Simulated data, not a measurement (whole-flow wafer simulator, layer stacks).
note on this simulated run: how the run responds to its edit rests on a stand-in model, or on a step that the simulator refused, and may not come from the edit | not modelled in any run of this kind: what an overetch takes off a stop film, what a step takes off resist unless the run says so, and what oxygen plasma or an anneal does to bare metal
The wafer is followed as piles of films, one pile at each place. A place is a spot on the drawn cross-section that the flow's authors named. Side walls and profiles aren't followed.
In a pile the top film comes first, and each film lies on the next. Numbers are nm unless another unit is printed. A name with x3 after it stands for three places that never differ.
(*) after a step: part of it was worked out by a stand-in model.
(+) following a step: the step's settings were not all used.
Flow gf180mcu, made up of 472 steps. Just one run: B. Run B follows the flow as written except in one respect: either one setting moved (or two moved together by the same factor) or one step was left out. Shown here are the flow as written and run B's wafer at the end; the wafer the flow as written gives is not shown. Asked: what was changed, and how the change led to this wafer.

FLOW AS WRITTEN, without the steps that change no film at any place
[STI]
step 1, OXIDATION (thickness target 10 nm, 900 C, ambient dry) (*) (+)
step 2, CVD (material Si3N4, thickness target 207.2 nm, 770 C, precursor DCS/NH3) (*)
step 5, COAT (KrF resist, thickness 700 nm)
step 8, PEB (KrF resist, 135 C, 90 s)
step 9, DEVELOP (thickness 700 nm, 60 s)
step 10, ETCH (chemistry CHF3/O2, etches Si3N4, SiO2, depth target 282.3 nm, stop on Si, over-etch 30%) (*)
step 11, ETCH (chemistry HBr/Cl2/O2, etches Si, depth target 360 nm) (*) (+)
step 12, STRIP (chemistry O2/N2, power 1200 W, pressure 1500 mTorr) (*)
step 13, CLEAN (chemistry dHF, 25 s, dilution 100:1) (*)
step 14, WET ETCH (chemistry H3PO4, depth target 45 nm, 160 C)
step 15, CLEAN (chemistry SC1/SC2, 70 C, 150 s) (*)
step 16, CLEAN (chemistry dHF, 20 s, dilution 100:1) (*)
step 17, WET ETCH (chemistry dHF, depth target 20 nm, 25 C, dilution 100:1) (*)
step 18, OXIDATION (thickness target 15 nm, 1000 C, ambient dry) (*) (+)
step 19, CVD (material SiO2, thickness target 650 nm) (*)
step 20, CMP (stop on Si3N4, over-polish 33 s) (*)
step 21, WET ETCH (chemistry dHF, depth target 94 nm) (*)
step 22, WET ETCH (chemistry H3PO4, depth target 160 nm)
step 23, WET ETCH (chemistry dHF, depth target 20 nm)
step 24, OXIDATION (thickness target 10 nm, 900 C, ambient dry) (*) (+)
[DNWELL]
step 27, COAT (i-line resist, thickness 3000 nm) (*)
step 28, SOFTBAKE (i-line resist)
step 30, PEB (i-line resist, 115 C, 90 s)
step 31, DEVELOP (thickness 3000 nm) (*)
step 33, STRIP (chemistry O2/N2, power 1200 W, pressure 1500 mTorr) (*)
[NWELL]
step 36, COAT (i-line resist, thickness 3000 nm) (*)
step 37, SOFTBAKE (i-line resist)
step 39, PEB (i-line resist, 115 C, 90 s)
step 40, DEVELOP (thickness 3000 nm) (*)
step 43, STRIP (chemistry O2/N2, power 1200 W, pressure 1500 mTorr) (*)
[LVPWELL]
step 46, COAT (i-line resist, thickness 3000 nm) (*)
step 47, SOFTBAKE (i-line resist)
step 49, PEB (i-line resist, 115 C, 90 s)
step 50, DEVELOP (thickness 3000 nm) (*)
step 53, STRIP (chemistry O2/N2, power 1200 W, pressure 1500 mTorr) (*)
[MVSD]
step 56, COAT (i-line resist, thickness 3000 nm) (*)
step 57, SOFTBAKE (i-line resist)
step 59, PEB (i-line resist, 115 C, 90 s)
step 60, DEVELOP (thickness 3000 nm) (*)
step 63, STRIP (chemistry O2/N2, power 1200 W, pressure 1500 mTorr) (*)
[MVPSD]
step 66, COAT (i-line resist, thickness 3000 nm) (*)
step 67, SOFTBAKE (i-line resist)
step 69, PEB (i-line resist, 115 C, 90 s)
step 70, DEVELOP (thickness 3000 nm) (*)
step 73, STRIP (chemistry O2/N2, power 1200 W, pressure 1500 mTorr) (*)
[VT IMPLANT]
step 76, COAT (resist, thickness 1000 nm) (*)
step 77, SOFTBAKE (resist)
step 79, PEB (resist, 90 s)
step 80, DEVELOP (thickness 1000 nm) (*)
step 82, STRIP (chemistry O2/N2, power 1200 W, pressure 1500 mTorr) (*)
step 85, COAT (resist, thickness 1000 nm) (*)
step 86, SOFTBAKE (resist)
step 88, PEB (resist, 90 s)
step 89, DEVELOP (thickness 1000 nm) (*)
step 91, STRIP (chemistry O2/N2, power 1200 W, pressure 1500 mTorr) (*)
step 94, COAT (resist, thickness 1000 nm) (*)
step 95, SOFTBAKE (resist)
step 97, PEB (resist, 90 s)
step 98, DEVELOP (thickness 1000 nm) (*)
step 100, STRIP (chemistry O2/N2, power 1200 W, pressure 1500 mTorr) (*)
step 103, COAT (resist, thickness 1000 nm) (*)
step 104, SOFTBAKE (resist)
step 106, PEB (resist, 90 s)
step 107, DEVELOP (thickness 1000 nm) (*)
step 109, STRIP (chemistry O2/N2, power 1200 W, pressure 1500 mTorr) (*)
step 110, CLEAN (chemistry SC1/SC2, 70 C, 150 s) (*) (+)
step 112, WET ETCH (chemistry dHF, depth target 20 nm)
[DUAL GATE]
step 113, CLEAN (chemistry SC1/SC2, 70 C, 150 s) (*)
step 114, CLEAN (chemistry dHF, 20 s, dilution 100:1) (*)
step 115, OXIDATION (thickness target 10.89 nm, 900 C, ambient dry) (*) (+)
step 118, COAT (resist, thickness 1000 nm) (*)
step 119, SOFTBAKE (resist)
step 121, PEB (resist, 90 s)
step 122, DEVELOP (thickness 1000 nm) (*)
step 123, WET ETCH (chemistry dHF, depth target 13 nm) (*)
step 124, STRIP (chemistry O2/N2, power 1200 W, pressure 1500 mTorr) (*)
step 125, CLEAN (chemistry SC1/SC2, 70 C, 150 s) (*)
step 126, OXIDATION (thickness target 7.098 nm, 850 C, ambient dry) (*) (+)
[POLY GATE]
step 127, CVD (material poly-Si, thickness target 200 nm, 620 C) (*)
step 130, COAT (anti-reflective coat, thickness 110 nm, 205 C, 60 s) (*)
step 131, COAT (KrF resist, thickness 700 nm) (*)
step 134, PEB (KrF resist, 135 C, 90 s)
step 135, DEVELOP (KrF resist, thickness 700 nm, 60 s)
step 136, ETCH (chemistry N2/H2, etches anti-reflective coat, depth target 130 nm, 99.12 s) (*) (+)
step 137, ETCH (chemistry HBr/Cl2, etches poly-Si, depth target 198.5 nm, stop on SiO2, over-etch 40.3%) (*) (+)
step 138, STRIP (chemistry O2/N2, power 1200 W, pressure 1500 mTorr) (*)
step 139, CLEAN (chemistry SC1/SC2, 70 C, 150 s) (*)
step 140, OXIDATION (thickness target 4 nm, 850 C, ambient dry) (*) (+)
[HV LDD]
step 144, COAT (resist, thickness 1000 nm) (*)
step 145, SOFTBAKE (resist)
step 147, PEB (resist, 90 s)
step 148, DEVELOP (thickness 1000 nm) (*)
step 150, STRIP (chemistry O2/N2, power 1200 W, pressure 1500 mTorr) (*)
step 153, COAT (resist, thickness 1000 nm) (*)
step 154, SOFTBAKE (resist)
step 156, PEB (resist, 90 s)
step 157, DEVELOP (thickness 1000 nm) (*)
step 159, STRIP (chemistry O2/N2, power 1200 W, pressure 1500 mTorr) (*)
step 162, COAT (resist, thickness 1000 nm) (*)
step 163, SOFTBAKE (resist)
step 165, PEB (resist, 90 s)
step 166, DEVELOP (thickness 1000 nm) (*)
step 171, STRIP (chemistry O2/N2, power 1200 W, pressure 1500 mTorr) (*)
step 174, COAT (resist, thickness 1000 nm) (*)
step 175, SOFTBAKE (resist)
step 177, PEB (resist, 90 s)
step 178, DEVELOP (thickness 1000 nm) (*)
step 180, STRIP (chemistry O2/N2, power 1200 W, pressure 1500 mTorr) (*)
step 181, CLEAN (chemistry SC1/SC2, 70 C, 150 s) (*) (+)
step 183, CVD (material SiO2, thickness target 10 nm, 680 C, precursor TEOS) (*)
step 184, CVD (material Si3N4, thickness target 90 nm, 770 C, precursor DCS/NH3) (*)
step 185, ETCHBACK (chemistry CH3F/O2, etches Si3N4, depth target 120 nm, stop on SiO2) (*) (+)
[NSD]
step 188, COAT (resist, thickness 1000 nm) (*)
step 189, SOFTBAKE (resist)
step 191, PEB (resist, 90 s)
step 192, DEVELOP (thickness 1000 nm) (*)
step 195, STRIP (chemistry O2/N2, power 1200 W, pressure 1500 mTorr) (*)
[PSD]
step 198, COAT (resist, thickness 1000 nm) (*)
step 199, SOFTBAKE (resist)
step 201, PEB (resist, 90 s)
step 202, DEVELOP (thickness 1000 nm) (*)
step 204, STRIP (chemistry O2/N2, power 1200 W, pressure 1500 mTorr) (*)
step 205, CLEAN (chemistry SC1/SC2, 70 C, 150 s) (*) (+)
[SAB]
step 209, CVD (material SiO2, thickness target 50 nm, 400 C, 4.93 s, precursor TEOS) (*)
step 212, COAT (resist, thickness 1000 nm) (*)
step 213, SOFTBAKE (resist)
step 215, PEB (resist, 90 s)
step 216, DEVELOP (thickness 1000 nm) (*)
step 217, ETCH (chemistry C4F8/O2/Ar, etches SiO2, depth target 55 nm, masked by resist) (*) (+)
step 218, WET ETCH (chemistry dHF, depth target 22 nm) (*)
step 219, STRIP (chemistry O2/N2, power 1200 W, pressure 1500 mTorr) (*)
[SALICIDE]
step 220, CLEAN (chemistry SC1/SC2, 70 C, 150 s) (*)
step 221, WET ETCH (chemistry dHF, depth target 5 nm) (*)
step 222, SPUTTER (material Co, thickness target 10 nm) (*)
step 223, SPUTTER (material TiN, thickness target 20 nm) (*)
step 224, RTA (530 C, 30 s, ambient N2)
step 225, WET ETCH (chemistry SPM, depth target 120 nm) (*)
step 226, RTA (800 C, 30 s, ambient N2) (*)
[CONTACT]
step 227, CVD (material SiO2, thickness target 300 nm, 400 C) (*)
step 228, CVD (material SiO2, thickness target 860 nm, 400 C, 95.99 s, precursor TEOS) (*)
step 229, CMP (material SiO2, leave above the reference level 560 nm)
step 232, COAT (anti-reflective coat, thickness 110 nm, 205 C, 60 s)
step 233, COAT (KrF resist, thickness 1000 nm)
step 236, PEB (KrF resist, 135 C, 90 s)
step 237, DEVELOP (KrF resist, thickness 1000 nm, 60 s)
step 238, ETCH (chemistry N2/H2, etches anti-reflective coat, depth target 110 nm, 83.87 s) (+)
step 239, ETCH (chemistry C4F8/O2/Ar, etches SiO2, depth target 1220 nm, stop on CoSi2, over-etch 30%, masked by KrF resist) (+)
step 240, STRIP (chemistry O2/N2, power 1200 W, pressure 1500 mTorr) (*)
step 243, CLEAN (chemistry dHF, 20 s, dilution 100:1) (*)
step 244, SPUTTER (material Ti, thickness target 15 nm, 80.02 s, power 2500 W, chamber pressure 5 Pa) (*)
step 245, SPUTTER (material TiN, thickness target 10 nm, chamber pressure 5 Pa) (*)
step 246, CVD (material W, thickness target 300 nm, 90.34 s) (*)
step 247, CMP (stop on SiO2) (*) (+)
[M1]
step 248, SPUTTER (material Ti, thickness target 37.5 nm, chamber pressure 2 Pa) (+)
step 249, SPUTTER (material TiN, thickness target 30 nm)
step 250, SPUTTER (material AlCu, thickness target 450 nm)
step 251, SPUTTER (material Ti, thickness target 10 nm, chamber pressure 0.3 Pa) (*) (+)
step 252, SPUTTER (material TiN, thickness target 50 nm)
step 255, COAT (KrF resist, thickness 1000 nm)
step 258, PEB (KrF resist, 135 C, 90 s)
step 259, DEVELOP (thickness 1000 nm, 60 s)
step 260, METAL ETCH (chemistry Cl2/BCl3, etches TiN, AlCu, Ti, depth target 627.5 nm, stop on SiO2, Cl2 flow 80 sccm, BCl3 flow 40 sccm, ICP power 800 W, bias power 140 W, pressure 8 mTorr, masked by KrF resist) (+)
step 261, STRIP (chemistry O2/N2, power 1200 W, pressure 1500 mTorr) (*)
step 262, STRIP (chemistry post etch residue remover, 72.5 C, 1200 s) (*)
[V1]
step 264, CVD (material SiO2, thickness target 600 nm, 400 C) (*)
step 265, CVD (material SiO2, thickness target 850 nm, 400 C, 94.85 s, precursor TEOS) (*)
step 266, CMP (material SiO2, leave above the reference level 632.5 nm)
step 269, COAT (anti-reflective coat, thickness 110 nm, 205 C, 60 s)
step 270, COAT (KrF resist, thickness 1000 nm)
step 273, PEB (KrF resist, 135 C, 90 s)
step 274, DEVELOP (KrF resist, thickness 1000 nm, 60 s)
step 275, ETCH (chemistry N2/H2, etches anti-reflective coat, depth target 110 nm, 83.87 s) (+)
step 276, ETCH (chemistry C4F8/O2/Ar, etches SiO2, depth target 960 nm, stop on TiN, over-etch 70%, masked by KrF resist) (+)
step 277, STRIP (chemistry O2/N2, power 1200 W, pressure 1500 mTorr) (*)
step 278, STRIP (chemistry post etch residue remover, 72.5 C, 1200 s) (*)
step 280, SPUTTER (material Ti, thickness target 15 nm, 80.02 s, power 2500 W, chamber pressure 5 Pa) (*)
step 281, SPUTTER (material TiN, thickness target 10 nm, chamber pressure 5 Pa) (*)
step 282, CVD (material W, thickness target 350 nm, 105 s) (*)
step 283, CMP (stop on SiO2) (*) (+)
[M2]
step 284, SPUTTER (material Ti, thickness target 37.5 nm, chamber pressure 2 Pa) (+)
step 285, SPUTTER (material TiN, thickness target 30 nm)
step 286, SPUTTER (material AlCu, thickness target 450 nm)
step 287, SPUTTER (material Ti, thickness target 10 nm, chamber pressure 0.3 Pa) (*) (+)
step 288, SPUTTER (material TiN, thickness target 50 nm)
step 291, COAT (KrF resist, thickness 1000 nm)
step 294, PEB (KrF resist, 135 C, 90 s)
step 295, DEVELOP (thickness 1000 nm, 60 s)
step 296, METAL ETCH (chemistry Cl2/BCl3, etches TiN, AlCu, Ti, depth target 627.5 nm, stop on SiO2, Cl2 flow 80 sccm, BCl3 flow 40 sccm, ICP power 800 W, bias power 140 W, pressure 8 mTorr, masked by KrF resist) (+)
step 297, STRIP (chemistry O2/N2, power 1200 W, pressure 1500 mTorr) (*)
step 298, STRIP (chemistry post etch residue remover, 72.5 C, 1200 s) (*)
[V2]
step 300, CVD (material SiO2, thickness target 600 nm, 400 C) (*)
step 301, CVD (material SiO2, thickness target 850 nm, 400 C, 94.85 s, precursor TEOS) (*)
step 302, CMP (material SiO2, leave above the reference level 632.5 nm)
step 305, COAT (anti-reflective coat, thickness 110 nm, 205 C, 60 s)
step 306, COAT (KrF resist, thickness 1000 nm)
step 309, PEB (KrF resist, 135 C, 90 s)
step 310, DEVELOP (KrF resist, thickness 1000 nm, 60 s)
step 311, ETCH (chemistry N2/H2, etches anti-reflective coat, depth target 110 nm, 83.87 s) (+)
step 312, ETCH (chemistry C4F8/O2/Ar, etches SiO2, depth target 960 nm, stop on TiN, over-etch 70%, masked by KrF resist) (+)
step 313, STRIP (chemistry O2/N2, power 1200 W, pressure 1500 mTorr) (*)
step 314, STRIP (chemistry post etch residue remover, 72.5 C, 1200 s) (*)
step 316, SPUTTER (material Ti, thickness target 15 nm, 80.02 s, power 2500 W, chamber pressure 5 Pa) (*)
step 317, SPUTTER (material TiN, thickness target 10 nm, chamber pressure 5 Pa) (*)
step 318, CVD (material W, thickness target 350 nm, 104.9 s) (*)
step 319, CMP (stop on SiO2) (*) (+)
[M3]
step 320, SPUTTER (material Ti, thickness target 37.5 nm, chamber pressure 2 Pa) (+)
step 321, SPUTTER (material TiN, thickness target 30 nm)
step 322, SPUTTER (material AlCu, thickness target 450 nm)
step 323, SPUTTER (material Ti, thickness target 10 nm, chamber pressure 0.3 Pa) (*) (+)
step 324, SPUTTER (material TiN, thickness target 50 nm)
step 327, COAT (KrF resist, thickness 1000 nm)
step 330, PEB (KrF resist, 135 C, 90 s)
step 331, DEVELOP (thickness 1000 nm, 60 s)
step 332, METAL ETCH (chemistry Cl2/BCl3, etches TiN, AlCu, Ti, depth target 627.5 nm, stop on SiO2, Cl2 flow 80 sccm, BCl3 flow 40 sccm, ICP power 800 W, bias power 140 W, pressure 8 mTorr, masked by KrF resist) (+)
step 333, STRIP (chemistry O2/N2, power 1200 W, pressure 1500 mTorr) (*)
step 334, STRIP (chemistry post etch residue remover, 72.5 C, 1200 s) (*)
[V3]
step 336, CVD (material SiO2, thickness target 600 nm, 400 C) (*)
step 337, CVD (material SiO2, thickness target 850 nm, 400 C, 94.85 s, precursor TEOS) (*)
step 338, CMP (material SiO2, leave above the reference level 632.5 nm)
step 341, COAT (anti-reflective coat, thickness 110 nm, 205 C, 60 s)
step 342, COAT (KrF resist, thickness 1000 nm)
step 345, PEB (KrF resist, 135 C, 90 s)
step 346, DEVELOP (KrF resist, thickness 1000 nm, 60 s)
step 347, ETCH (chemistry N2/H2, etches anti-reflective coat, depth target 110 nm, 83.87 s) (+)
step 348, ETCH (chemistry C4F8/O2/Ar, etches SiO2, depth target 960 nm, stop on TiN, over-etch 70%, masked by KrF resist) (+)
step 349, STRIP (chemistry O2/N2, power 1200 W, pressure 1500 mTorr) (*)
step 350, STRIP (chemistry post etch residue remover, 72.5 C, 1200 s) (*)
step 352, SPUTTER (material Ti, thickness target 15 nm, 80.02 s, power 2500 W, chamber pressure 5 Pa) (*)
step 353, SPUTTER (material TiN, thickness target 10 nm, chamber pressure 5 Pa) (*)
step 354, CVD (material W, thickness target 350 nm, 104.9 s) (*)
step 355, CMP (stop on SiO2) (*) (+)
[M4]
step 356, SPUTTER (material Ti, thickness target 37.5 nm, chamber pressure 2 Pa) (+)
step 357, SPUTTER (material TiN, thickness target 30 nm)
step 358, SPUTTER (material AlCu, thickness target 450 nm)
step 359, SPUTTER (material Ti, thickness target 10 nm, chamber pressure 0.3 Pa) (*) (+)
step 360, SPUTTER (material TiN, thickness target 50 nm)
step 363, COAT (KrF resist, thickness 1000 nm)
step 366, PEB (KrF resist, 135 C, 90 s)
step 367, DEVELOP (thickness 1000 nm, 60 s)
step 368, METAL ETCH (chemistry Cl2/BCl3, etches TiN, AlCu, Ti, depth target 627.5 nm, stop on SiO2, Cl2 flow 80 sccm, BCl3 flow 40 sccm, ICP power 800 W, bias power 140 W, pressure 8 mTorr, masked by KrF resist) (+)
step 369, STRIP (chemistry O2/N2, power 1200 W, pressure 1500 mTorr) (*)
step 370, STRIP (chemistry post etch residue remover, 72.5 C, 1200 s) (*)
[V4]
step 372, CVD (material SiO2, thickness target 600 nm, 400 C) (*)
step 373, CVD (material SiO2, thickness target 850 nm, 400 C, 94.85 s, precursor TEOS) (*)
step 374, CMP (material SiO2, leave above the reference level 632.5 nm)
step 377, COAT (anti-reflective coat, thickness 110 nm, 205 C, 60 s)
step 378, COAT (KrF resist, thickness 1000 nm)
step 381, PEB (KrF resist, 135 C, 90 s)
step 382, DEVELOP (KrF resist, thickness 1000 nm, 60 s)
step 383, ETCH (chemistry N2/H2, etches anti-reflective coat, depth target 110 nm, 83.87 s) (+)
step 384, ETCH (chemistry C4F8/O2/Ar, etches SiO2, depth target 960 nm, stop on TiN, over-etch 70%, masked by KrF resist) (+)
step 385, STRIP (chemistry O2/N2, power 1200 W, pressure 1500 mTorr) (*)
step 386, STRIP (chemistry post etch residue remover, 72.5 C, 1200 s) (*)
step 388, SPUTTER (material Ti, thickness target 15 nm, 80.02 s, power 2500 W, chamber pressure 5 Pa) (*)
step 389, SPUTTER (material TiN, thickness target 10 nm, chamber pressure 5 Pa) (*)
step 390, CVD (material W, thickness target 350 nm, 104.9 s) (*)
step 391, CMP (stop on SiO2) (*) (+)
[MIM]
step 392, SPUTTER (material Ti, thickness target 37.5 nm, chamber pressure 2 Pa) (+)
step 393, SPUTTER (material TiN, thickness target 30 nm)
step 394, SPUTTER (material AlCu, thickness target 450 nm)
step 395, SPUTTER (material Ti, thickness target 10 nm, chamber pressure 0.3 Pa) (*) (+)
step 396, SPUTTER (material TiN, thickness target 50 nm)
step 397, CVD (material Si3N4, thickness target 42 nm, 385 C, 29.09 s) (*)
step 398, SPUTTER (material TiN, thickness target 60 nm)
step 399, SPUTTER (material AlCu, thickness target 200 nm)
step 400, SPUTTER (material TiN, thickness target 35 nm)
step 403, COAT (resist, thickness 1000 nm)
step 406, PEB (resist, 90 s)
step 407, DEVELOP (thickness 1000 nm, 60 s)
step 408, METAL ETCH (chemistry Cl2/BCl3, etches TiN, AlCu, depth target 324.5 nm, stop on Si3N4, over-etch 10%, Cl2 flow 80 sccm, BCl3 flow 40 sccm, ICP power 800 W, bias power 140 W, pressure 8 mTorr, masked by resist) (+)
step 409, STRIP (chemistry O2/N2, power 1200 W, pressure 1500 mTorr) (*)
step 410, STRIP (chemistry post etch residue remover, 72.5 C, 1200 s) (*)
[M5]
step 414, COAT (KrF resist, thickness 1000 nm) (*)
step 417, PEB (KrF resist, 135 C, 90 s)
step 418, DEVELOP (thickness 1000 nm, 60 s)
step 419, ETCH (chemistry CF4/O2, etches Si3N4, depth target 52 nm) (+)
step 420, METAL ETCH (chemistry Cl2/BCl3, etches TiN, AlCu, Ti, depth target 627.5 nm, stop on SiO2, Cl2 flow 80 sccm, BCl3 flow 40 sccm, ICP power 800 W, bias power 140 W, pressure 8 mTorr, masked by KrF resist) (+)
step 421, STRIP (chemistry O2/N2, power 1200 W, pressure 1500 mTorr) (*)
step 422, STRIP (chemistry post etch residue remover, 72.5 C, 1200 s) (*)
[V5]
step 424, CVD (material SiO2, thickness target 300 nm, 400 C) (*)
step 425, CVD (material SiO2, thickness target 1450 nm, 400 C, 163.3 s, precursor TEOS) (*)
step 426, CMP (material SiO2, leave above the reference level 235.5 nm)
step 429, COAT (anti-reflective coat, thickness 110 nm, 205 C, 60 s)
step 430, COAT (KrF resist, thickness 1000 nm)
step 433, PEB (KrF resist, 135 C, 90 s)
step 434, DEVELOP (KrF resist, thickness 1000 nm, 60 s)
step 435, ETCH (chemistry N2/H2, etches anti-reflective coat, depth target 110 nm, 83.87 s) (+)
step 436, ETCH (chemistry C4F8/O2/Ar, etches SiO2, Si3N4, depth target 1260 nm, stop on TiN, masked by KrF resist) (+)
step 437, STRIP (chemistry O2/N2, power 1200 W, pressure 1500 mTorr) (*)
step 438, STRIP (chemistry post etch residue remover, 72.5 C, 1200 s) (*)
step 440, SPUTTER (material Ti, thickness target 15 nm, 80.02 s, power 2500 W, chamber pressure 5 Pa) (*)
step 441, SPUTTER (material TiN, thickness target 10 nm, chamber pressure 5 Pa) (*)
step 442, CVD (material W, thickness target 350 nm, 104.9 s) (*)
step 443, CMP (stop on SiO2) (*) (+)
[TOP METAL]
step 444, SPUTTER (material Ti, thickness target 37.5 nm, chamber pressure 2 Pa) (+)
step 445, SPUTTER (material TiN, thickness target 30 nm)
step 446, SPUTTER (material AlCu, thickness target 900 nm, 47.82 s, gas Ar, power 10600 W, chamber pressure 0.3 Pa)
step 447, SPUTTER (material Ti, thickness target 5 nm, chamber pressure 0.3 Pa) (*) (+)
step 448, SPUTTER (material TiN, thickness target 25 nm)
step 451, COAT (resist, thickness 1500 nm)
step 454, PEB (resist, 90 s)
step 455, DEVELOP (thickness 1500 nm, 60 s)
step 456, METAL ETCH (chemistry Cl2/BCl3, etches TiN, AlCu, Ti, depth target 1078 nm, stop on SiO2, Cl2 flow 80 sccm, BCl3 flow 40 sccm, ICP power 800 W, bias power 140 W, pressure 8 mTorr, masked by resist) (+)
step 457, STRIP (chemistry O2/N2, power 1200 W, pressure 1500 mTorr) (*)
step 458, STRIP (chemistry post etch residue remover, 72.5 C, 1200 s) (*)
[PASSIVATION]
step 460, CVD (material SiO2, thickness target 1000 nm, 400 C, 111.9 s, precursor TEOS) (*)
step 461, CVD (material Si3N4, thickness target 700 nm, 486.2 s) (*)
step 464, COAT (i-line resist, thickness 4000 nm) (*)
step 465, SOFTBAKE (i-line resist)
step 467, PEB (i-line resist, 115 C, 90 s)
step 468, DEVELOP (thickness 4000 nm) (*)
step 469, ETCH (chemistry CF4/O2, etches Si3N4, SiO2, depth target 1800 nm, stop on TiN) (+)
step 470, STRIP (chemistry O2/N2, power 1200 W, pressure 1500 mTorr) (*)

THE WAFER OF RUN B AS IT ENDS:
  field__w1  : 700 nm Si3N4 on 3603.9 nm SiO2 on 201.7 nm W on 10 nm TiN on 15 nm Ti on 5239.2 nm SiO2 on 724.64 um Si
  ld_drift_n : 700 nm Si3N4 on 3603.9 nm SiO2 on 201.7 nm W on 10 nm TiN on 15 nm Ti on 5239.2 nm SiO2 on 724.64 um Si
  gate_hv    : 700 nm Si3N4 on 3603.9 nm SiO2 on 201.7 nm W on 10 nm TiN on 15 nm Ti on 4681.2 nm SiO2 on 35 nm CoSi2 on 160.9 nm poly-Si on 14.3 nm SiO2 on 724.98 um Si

What caused this: step 302, CMP: material SiO2, leave above the reference level 632.5 nm, was skipped.

How this came from the change, step by step:
  step 305, COAT (anti-reflective coat, thickness 110 nm, 205 C, 60 s)
      field__w3, p_well, sti, spacer, sd_n, mim_1p0, pad, dice_street: +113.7 anti-reflective coat (new film) (in the flow as written it would be: +110 anti-reflective coat (new film))
      field__w6, ld_sd_n: +116.8 anti-reflective coat (new film) (in the flow as written it would be: +110 anti-reflective coat (new film))
      (also at 36 further places)
  step 306, COAT (KrF resist, thickness 1000 nm)
      field: +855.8 KrF resist (new film) (in the flow as written it would be: +1000 KrF resist (new film))
      field__w5: +1035.8 KrF resist (new film) (in the flow as written it would be: +1000 KrF resist (new film))
      (also at 26 further places)
  step 309, PEB (KrF resist, 135 C, 90 s)
      polyc_n, polyc_n_rim: -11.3 KrF resist (in the flow as written it would be: -6.68 KrF resist)
      field: -5.01 KrF resist (in the flow as written it would be: -6.68 KrF resist)
      (also at 16 further places)
  step 310, DEVELOP (KrF resist, thickness 1000 nm, 60 s)
      contact: -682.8 KrF resist (all of it) (in the flow as written it would be: -993.3 KrF resist (all of it))
  step 311, ETCH (chemistry N2/H2, etches anti-reflective coat, depth target 110 nm, 83.87 s) (+)
      contact: -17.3 anti-reflective coat (all of it), -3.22 SiO2 (in the flow as written it would be: -110 anti-reflective coat (all of it), -0.85 SiO2)
  step 312, ETCH (chemistry C4F8/O2/Ar, etches SiO2, depth target 960 nm, stop on TiN, over-etch 70%, masked by KrF resist) (+)
      contact: -960 SiO2 (in the flow as written it would be: -572.1 SiO2 (all of it))
  step 313, STRIP (chemistry O2/N2, power 1200 W, pressure 1500 mTorr) (*)
      p_well, sti, spacer, sd_n, mim_1p0, pad, dice_street: -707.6 KrF resist (all of it), -113.7 anti-reflective coat (all of it) (in the flow as written it would be: -706.9 KrF resist (all of it), -110 anti-reflective coat (all of it))
      field: -564.4 KrF resist (all of it), -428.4 anti-reflective coat (all of it) (in the flow as written it would be: -706.9 KrF resist (all of it), -110 anti-reflective coat (all of it))
      (also at 40 further places)
  step 316, SPUTTER (material Ti, thickness target 15 nm, 80.02 s, power 2500 W, chamber pressure 5 Pa) (*)
      contact: +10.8 Ti (new film) (in the flow as written it would be: +9.65 Ti (new film))
  step 317, SPUTTER (material TiN, thickness target 10 nm, chamber pressure 5 Pa) (*)
      contact: +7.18 TiN (new film) (in the flow as written it would be: +6.4 TiN (new film))
  step 318, CVD (material W, thickness target 350 nm, 104.9 s) (*)
      contact: +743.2 W (new film) (in the flow as written it would be: +932.3 W (new film))
  step 319, CMP (stop on SiO2) (*) (+)
      field__w8, m1, m1__w1, m1_nw: -350 W (all of it), -10 TiN (all of it), -15 Ti (all of it), -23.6 SiO2 (in the flow as written it would be: -350 W (all of it), -10 TiN (all of it), -15 Ti (all of it), -3.78 SiO2)
  step 323, SPUTTER (material Ti, thickness target 10 nm, chamber pressure 0.3 Pa) (*) (+)
      field__w5: +9.2 Ti (new film) (in the flow as written it would be: +10 Ti (new film))
  step 327, COAT (KrF resist, thickness 1000 nm)
      field: +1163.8 KrF resist (new film) (in the flow as written it would be: +1000 KrF resist (new film))
      field__w8: +604.2 KrF resist (new film) (in the flow as written it would be: +1000 KrF resist (new film))
      (also at 11 further places)
  step 330, PEB (KrF resist, 135 C, 90 s)
      field: -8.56 KrF resist (in the flow as written it would be: -6.68 KrF resist)
      field__w8: -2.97 KrF resist (in the flow as written it would be: -6.68 KrF resist)
      (also at 9 further places)
  step 331, DEVELOP (thickness 1000 nm, 60 s)
      field: -1155.2 KrF resist (all of it) (in the flow as written it would be: -993.3 KrF resist (all of it))
      n_well: -1117.7 KrF resist (all of it) (in the flow as written it would be: -993.3 KrF resist (all of it))
      (also at 6 further places)
  step 332, METAL ETCH (chemistry Cl2/BCl3, etches TiN, AlCu, Ti, depth target 627.5 nm, stop on SiO2, Cl2 flow 80 sccm, BCl3 flow 40 sccm, ICP power 800 W, bias power 140 W, pressure 8 mTorr, masked by KrF resist) (+)
      field__w5: -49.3 TiN (all of it), -9.2 Ti (all of it), -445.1 AlCu (all of it), -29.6 TiN (all of it), -37.5 Ti (all of it) (in the flow as written it would be: -50 TiN (all of it), -10 Ti (all of it), -450 AlCu (all of it), -30 TiN (all of it), -37.5 Ti (all of it))
  ... 15 further steps ...
  step 374, CMP (material SiO2, leave above the reference level 632.5 nm)
      field, field__w1, field__w2 and 103 more: -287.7 SiO2 (in the flow as written it would be: -300 SiO2)
With metal films that touch counted as one body, field__w1 has 1 body; the flow as written gives 0 bodies.
With metal films that touch counted as one body, ld_drift_n has 1 body; the flow as written gives 0 bodies.
With metal films that touch counted as one body, gate_hv has 2 bodies (between them, from the top down: SiO2 4681.2); the flow as written gives 1 body.
